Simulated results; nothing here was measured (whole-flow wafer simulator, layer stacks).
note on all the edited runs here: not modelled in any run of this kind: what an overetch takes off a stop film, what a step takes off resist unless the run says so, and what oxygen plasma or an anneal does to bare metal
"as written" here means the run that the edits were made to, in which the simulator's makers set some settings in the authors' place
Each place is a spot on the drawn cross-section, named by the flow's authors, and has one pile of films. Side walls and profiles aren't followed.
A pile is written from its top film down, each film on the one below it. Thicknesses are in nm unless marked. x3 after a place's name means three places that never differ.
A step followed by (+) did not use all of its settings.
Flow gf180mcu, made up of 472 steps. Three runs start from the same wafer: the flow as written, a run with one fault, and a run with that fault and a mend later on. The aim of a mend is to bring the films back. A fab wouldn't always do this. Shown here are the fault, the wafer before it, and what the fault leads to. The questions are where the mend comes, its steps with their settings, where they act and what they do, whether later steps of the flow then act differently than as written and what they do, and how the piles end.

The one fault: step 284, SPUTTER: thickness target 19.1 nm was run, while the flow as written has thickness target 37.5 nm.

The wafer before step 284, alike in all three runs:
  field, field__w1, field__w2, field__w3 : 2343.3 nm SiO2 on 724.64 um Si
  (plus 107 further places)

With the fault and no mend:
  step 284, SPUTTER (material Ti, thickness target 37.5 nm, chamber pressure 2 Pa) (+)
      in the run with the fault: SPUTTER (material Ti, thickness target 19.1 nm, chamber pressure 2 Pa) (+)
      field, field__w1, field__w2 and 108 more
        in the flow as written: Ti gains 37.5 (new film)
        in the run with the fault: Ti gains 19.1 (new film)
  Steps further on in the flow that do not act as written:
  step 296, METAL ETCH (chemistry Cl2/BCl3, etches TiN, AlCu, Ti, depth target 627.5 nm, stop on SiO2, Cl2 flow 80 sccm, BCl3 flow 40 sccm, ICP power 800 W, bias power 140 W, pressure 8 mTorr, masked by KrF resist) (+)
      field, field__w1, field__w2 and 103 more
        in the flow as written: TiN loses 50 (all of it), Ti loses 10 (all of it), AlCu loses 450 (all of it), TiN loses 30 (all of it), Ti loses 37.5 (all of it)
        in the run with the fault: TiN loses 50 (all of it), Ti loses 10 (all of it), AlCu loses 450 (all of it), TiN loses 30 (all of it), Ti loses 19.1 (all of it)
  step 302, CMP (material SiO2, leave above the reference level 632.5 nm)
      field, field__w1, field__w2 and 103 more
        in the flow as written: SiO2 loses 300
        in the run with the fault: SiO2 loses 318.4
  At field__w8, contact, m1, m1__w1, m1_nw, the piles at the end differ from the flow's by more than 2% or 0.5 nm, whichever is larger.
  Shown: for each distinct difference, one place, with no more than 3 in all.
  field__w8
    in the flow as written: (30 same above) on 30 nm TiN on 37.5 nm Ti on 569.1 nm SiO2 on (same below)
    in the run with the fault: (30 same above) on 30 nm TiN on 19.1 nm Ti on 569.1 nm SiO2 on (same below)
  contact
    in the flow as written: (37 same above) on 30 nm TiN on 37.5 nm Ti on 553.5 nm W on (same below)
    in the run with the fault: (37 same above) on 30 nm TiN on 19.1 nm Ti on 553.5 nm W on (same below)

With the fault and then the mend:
  The mend follows step 284.
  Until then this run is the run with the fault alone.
  step 284a, SPUTTER (material Ti, thickness target 18.4 nm, chamber pressure 2 Pa) (+) (the flow's step 284 again, with other settings)
      field, field__w1, field__w2 and 108 more
        Ti gains 18.4
  Later steps of the flow that are run all act as written at every place that is followed.
  The piles end the same as the flow's at every place that both follow.
